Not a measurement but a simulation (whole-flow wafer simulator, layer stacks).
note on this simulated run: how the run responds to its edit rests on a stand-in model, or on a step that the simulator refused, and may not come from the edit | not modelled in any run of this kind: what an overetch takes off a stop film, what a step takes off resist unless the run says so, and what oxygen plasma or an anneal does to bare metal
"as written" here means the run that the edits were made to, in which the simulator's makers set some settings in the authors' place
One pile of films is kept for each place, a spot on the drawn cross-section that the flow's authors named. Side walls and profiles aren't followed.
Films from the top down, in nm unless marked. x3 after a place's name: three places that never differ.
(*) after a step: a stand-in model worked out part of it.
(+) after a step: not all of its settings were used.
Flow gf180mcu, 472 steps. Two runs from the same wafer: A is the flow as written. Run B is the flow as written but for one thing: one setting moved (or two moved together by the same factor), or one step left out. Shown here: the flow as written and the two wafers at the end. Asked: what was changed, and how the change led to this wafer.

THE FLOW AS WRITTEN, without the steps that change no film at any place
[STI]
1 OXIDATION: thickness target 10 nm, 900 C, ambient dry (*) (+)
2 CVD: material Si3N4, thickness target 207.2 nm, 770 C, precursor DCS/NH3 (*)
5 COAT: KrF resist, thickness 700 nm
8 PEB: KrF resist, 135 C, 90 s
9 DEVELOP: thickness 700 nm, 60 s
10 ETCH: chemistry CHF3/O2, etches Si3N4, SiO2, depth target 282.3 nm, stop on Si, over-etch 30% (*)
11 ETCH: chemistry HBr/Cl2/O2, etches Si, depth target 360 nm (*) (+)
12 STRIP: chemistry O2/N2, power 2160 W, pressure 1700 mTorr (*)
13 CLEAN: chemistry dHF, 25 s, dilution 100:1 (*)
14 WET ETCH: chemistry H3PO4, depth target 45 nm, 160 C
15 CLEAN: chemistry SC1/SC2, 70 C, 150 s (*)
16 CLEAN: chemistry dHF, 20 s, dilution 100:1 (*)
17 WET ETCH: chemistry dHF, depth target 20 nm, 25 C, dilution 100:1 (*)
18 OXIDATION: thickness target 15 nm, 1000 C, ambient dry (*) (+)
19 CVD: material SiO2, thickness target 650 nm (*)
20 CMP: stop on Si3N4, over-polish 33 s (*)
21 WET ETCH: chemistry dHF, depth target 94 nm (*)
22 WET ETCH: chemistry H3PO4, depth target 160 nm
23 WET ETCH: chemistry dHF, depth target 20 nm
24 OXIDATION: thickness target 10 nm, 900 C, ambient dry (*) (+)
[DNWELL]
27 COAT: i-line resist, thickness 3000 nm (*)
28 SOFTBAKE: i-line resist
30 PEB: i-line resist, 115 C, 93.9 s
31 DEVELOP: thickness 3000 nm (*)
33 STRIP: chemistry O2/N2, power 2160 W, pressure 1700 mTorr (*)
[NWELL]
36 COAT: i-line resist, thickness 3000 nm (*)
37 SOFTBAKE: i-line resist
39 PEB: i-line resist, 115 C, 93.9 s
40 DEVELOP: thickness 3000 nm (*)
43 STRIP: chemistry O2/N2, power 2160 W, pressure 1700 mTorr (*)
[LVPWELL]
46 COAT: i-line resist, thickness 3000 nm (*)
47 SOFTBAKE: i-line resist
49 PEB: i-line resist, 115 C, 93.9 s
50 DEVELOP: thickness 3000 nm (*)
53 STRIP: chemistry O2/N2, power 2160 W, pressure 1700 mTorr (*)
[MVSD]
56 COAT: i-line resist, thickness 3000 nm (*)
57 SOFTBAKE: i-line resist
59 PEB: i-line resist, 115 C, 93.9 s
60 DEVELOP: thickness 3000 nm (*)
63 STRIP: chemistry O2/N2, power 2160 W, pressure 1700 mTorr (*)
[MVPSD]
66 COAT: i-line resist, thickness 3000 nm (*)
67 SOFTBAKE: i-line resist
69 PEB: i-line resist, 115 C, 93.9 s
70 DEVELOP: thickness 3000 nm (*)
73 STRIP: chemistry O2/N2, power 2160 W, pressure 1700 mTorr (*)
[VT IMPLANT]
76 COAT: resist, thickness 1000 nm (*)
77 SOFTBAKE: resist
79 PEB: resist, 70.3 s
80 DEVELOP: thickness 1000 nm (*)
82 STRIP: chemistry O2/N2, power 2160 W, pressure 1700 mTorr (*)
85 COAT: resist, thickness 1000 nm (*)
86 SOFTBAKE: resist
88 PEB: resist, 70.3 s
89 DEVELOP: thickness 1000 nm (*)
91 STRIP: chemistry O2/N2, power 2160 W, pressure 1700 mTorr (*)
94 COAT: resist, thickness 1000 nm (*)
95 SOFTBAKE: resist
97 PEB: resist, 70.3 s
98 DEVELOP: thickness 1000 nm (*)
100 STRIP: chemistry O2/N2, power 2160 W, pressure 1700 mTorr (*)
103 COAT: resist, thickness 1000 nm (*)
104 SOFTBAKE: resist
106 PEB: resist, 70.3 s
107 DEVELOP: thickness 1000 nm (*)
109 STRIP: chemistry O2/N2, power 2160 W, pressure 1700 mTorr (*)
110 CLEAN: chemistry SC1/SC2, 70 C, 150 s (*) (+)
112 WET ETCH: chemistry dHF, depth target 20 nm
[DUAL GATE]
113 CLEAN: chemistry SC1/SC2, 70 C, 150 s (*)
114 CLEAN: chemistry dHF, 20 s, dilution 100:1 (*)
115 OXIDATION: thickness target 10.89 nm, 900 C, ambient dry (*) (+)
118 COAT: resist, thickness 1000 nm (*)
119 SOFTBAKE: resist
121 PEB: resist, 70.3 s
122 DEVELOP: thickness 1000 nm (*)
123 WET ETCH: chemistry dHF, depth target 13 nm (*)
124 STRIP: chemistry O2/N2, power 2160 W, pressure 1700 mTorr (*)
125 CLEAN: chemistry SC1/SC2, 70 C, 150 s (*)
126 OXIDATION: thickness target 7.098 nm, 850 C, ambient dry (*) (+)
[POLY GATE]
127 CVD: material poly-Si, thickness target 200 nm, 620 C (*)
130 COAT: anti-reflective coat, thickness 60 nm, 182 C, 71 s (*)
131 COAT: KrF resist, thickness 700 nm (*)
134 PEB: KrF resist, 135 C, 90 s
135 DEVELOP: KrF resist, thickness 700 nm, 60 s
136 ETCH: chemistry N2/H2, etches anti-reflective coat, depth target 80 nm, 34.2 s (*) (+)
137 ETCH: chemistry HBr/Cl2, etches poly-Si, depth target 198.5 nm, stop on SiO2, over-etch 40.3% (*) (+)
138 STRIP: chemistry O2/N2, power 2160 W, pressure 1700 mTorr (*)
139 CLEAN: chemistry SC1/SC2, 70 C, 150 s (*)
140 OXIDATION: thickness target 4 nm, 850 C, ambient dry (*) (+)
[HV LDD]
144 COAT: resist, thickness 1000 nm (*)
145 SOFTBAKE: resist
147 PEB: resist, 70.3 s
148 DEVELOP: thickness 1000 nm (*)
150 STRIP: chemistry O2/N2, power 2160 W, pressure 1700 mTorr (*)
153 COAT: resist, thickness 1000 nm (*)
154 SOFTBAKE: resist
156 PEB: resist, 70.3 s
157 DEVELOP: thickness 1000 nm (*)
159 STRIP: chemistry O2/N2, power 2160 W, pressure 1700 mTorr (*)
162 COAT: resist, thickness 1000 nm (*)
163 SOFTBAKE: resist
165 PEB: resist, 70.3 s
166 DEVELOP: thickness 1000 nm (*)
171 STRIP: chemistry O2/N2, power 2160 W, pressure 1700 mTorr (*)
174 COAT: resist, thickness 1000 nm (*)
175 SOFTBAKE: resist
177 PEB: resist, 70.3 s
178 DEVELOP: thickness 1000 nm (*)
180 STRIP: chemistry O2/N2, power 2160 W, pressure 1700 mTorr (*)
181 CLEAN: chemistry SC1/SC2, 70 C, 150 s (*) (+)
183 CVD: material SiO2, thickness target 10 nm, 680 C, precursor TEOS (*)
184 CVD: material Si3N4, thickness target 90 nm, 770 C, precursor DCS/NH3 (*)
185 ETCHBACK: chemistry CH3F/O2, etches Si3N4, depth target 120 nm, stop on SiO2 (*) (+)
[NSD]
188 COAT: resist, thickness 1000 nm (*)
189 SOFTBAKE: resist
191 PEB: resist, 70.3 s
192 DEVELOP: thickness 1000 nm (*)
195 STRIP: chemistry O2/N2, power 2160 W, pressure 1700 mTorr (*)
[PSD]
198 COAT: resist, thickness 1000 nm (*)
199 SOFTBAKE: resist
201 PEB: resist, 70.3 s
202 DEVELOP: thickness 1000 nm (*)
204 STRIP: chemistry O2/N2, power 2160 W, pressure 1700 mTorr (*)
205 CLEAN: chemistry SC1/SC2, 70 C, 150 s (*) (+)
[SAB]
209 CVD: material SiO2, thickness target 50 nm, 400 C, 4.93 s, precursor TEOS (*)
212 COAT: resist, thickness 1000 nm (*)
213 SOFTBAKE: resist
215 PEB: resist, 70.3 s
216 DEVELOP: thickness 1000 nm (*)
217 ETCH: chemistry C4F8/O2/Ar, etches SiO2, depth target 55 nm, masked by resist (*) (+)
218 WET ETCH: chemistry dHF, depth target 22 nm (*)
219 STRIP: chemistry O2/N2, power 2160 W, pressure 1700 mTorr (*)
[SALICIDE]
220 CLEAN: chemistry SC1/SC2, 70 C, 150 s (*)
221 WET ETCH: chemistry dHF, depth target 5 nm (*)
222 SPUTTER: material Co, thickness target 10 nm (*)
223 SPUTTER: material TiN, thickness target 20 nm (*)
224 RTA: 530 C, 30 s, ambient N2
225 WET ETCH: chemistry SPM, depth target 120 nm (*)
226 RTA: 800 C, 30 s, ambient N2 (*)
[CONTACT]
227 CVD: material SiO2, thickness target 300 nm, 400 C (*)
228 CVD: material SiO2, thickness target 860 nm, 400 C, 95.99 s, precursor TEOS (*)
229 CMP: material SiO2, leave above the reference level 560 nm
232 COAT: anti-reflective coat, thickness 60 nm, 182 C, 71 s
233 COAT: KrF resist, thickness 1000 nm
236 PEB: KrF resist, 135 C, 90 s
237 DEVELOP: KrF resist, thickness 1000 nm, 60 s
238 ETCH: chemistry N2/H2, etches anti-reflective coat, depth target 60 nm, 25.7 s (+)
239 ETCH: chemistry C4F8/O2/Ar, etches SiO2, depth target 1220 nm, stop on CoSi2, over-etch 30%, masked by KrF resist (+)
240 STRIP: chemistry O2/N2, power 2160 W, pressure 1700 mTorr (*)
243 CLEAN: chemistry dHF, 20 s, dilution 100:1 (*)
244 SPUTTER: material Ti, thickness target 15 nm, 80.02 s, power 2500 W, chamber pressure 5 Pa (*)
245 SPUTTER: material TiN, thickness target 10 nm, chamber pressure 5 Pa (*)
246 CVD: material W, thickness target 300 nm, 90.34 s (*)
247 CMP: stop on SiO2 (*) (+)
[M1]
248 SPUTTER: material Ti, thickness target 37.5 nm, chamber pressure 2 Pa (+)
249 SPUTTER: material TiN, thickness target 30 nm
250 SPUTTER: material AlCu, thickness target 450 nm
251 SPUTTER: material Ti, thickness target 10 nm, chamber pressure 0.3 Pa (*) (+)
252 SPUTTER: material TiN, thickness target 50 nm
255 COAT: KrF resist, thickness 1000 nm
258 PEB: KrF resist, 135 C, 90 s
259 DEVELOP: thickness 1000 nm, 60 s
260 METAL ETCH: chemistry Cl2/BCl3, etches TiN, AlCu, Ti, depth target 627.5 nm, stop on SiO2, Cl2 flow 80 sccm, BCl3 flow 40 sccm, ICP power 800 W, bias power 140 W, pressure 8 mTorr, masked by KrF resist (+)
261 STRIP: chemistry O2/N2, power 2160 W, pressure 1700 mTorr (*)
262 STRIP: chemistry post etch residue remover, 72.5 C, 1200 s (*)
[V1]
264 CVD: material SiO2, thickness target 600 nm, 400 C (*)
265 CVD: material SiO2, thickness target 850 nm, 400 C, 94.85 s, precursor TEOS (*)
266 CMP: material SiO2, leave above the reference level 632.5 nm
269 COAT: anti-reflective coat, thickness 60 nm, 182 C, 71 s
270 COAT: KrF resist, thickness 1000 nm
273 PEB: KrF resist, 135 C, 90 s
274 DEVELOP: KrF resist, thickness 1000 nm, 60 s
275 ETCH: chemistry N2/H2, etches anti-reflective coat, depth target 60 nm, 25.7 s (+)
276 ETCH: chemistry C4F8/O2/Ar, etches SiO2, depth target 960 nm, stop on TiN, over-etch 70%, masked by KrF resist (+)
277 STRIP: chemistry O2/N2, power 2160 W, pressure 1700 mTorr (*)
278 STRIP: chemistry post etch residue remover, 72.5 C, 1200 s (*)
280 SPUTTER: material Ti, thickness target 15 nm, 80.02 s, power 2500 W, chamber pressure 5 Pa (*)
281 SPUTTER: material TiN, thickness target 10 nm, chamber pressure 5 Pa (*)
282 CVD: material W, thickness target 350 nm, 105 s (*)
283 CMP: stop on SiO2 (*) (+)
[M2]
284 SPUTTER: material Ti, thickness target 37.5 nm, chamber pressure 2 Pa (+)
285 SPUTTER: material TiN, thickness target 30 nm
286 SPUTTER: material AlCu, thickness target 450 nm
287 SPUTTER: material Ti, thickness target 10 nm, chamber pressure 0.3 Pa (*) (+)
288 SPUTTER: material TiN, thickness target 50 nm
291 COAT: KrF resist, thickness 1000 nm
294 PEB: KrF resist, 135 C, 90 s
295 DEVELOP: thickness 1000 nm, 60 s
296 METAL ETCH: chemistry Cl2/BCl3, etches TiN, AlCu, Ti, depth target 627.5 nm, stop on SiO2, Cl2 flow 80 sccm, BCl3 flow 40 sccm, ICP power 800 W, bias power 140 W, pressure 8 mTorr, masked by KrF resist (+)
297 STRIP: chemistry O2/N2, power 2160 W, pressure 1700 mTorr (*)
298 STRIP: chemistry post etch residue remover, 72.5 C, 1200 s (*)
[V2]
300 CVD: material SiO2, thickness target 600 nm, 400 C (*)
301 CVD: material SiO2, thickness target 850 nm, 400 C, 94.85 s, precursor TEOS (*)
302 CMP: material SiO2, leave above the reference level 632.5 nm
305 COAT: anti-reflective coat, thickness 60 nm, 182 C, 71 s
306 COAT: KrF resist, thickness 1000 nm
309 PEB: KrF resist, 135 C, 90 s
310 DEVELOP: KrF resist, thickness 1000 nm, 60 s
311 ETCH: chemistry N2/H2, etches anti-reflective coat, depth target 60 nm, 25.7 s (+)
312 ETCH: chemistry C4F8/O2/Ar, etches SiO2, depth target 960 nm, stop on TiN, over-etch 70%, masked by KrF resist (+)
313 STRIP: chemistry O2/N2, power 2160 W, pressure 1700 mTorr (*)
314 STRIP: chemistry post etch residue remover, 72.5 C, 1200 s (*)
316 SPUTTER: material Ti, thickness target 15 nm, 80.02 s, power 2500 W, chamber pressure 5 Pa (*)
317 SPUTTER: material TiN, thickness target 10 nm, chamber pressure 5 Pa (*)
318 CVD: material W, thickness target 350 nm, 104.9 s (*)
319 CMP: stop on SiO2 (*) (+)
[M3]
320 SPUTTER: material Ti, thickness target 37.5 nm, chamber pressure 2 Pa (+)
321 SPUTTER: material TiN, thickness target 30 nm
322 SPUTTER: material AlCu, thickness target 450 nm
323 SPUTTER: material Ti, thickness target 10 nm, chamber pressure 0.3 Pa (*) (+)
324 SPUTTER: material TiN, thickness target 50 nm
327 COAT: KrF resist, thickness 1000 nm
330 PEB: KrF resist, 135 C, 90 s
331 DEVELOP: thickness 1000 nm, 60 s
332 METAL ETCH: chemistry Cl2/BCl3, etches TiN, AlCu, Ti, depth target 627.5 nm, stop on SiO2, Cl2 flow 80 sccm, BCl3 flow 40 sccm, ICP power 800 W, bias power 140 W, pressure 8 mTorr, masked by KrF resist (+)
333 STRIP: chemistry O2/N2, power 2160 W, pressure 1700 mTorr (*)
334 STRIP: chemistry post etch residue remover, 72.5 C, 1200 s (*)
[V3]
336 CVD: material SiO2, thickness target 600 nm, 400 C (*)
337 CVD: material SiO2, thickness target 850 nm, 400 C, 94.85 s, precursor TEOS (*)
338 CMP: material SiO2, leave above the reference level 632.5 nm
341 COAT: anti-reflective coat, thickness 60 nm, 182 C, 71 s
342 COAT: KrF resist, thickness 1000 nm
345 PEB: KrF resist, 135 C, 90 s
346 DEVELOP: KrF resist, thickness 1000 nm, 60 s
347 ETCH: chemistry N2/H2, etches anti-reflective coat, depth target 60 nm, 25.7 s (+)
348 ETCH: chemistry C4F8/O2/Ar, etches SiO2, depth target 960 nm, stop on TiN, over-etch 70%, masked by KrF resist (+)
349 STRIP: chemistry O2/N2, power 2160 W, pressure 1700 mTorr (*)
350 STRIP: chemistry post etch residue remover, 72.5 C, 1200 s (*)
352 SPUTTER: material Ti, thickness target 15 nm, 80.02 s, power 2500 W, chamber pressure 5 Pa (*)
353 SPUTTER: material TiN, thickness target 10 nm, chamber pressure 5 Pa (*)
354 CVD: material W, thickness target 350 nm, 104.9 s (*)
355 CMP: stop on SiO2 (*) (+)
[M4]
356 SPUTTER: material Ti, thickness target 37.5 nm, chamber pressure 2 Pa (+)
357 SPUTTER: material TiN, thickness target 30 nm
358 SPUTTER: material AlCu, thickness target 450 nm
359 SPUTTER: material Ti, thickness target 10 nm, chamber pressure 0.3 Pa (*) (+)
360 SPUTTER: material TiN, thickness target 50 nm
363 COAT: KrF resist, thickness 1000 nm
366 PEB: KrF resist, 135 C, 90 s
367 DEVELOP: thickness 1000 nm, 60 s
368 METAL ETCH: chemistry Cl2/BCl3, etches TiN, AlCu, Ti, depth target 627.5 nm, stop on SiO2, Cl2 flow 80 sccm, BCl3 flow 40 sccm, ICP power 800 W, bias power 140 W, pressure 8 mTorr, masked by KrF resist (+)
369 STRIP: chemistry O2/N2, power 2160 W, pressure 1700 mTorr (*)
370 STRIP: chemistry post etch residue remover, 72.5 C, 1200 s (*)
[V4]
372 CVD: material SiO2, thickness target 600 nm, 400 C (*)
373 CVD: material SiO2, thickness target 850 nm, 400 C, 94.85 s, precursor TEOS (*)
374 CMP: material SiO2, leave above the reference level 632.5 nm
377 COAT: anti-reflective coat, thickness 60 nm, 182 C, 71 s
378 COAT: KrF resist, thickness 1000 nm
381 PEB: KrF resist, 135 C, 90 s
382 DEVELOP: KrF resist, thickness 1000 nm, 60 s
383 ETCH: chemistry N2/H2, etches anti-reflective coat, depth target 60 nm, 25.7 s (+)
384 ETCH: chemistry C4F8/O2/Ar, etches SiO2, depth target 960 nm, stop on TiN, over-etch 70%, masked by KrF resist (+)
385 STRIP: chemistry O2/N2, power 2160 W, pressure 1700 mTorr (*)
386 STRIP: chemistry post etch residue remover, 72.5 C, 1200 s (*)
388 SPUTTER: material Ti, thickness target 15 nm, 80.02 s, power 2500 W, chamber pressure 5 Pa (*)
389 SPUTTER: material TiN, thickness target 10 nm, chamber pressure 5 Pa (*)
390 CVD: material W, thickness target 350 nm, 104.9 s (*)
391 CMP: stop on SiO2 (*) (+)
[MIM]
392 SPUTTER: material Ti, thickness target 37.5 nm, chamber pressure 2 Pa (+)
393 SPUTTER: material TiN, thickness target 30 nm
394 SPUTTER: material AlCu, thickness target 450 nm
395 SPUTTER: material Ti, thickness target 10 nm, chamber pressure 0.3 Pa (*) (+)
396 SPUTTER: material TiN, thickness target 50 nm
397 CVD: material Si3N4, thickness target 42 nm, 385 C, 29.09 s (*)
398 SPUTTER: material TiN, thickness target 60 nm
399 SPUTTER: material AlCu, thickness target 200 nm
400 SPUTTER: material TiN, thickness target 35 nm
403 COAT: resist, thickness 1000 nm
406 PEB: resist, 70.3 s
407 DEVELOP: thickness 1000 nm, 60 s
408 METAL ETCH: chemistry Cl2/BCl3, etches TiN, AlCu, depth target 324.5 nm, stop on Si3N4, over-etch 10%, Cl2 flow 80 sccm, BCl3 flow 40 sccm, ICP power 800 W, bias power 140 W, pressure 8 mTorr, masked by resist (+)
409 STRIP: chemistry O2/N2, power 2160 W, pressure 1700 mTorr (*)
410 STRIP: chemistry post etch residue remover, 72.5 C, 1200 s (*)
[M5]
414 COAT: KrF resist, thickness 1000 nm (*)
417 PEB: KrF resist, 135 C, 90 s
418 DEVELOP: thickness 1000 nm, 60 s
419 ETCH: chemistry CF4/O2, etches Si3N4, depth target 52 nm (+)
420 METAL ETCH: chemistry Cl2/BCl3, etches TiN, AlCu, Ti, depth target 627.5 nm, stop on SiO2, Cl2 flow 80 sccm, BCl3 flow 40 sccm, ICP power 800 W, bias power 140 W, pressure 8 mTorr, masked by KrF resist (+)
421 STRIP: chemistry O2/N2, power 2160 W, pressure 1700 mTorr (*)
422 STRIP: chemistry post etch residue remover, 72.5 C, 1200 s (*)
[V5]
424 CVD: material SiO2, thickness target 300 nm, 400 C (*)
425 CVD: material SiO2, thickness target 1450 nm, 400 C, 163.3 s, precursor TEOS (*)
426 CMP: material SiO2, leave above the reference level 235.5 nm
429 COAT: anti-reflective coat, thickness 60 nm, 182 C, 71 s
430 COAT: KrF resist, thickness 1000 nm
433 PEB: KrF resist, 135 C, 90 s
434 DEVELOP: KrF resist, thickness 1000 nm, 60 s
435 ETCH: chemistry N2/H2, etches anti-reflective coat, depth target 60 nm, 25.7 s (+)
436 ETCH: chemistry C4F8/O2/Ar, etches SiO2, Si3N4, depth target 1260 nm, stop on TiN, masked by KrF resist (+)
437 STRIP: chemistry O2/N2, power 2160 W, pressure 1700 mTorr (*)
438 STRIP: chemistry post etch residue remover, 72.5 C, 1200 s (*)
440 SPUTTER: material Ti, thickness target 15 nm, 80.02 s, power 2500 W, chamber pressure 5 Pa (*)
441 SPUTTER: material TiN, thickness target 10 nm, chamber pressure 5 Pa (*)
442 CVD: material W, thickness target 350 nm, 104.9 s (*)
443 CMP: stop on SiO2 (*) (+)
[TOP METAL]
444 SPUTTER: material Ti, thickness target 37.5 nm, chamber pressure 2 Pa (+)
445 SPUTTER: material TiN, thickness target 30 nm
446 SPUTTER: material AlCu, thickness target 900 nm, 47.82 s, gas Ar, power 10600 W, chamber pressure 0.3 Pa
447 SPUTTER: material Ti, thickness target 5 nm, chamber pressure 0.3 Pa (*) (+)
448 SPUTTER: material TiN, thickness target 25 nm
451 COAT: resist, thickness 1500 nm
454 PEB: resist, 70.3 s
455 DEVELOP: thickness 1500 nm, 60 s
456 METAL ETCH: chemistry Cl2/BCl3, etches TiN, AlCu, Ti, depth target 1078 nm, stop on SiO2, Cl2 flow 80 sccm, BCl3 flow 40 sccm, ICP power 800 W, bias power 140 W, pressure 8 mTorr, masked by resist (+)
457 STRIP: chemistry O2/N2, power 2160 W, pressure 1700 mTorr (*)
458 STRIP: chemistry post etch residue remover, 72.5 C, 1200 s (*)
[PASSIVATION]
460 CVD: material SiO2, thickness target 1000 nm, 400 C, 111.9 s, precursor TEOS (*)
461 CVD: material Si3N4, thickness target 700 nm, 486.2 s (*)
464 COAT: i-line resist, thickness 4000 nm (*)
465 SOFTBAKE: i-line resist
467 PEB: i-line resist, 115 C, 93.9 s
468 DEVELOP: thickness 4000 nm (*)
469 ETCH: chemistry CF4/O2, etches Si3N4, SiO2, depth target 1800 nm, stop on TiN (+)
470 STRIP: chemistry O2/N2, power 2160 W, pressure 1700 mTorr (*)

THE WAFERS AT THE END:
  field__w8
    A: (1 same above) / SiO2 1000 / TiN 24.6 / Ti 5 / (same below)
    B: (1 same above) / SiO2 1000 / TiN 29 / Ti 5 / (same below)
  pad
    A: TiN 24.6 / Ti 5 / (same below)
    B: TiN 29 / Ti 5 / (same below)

The cause: step 448, SPUTTER: thickness target 29.4 nm was run, where the flow has thickness target 25 nm.

How the change led to this, step by step:
  448 SPUTTER: material TiN, thickness target 25 nm
      field, field__w1, field__w2 and 109 more: A TiN +25 (new film) | B TiN +29.4 (new film)
  456 METAL ETCH: chemistry Cl2/BCl3, etches TiN, AlCu, Ti, depth target 1078 nm, stop on SiO2, Cl2 flow 80 sccm, BCl3 flow 40 sccm, ICP power 800 W, bias power 140 W, pressure 8 mTorr, masked by resist (+)
      field, field__w1, field__w2 and 103 more: A TiN -25 (all of it), Ti -5 (all of it), AlCu -900 (all of it), TiN -30 (all of it), Ti -37.5 (all of it) | B TiN -29.4 (all of it), Ti -5 (all of it), AlCu -900 (all of it), TiN -30 (all of it), Ti -37.5 (all of it)
  465 SOFTBAKE: i-line resist
      gate: A i-line resist +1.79 | B i-line resist -0.34
      ld_acc_p, ld_fp_p: A i-line resist +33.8 | B i-line resist +27
      (and at 58 more places)
